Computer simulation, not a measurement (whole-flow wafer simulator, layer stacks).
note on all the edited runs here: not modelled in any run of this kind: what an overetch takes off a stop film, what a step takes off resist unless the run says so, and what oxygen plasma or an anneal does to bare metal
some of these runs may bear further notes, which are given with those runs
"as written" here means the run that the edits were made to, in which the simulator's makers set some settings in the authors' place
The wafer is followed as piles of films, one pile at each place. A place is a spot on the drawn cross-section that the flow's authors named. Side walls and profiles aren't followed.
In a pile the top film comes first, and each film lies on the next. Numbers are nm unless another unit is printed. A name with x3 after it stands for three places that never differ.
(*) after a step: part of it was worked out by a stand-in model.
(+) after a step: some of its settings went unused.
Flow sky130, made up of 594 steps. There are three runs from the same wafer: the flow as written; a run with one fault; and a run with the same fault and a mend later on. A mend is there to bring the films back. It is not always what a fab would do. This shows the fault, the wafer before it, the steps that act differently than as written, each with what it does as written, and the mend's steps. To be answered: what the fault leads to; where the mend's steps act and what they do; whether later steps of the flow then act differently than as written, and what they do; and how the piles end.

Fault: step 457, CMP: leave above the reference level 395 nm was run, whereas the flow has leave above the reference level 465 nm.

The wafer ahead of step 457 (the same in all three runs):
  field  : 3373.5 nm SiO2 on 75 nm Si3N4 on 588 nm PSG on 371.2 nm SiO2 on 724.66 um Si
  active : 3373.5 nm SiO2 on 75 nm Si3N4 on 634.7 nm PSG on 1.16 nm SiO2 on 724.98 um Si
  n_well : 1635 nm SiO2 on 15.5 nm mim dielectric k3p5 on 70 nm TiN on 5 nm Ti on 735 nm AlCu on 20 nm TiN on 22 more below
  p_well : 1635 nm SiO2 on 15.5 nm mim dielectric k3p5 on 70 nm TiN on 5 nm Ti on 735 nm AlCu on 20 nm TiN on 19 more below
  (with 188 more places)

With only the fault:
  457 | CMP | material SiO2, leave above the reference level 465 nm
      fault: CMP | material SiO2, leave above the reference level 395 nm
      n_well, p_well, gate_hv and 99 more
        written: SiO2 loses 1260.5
        fault: SiO2 loses 1330.5
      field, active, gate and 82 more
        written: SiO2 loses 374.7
        fault: SiO2 loses 444.7
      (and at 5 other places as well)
  Steps further on in the flow that do not act as written (1 more step, not shown, differs only slightly: by at most 2% or 0.5 nm, whichever is larger):
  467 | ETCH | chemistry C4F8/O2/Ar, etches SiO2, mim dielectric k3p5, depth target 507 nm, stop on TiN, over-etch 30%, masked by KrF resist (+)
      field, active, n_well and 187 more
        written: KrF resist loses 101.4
        fault: KrF resist loses 83.2
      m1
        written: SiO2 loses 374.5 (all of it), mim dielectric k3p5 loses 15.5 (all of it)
        fault: SiO2 loses 304.5 (all of it), mim dielectric k3p5 loses 15.5 (all of it)
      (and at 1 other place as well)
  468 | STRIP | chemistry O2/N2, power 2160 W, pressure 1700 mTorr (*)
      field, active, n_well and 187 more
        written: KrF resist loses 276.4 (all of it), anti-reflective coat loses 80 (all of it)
        fault: KrF resist loses 294.6 (all of it), anti-reflective coat loses 80 (all of it)
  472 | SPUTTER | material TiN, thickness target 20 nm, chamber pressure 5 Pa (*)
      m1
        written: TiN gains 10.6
        fault: TiN gains 11.6
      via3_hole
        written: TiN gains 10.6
        fault: TiN gains 11.5
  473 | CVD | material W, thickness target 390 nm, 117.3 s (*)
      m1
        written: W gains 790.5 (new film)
        fault: W gains 719.5 (new film)
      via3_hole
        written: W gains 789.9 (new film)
        fault: W gains 718.9 (new film)
  By the end, the piles at n_well, p_well, gate_hv and 115 more depart from the flow's by more than 2% or 0.5 nm, whichever is larger.
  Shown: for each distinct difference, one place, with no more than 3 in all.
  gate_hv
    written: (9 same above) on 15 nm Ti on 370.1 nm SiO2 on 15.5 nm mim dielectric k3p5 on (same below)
    fault: (9 same above) on 15 nm Ti on 300.1 nm SiO2 on 15.5 nm mim dielectric k3p5 on (same below)
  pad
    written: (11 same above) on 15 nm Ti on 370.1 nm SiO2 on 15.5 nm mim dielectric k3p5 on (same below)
    fault: (11 same above) on 15 nm Ti on 300.1 nm SiO2 on 15.5 nm mim dielectric k3p5 on (same below)
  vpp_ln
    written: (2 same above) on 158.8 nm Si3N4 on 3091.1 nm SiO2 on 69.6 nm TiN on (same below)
    fault: (2 same above) on 158.8 nm Si3N4 on 3021.1 nm SiO2 on 69.6 nm TiN on (same below)

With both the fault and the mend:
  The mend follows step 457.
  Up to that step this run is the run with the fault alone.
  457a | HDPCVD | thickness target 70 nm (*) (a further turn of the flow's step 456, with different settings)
      field, active, n_well and 189 more
        SiO2 gains 70
  Every later step of the flow that is run acts as written, at every place that is followed, to within 2% or 0.5 nm, whichever is larger.
  The piles end the same as the flow's at every place that both follow.
